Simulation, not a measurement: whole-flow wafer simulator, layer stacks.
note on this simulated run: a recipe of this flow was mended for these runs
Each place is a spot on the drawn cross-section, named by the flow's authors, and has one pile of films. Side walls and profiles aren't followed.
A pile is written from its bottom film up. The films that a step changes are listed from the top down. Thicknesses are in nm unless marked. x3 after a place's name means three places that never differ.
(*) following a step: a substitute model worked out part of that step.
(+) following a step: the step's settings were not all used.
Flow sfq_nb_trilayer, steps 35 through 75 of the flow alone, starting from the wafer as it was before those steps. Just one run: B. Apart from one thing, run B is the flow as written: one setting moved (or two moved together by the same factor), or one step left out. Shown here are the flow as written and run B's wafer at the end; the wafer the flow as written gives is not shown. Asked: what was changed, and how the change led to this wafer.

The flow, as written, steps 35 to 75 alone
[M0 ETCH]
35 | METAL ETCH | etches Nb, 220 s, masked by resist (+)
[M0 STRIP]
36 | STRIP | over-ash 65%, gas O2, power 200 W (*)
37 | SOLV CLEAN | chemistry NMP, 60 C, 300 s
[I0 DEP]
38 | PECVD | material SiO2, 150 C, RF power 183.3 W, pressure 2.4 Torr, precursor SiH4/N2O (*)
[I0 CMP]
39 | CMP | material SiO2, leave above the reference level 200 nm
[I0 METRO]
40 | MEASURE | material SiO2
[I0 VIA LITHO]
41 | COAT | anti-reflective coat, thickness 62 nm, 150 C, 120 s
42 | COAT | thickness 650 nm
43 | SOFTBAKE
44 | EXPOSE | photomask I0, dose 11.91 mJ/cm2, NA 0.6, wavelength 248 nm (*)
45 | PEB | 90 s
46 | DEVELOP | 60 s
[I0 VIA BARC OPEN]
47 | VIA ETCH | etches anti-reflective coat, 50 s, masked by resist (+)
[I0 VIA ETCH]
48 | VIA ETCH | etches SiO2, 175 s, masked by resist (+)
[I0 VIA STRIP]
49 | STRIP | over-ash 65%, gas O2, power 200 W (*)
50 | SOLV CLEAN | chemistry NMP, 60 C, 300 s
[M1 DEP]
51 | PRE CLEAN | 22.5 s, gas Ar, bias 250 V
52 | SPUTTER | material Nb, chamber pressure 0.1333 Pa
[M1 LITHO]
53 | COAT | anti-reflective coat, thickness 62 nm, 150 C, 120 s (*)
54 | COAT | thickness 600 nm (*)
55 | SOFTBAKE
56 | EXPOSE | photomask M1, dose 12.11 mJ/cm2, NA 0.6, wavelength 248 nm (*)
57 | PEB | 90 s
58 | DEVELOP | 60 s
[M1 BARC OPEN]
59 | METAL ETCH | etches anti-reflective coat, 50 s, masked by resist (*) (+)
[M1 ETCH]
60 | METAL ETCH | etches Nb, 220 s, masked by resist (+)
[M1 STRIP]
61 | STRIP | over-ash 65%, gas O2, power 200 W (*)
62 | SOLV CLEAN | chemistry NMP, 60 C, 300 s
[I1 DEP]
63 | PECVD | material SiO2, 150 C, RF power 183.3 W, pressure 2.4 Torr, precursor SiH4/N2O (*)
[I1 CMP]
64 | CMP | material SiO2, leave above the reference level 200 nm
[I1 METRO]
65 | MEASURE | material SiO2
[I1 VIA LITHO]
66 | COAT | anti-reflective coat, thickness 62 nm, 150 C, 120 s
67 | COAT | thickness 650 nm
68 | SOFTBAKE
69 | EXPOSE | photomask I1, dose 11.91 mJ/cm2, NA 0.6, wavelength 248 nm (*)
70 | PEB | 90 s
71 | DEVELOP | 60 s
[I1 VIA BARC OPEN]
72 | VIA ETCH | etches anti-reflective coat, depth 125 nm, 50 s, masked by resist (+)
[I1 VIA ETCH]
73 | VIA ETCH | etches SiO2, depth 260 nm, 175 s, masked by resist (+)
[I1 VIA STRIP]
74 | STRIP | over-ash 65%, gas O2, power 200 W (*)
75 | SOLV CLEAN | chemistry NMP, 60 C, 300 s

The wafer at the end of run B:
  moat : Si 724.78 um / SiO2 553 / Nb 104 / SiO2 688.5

What caused this: step 35, METAL ETCH: 88 s was run, while the flow as written has 220 s.

How this came from the change, step by step:
  35 | METAL ETCH | etches Nb, 220 s, masked by resist (+)
      moat, m0r_space_l x2: -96 Nb (in the flow as written it would be: -200 Nb (all of it), -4 SiO2)
      field_l, v_sur, via_wl and 100 more: -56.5 KrF-resist-other-grade (in the flow as written it would be: -141.2 KrF-resist-other-grade)
  36 | STRIP | over-ash 65%, gas O2, power 200 W (*)
      p4_fl x53, wl_j_sl x16, wl_d_sl x2: -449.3 KrF-resist-other-grade (all of it), -62 anti-reflective coat (all of it) (in the flow as written it would be: -364.6 KrF-resist-other-grade (all of it), -62 anti-reflective coat (all of it))
      jj_sur, ce_l, c5j, res, r_end: -455.2 KrF-resist-other-grade (all of it), -63.7 anti-reflective coat (all of it) (in the flow as written it would be: -370.5 KrF-resist-other-grade (all of it), -63.7 anti-reflective coat (all of it))
      (as well as at 27 more places)
  38 | PECVD | material SiO2, 150 C, RF power 183.3 W, pressure 2.4 Torr, precursor SiH4/N2O (*)
      moat, m0r_space_l x2: +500 SiO2 (new film) (in the flow as written it would be: +561.1 SiO2)
  39 | CMP | material SiO2, leave above the reference level 200 nm
      moat, m0r_space_l x2: -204 SiO2 (in the flow as written it would be: -157.1 SiO2)
With metal films that touch counted as one body, moat has 1 body; the flow as written gives 0 bodies.
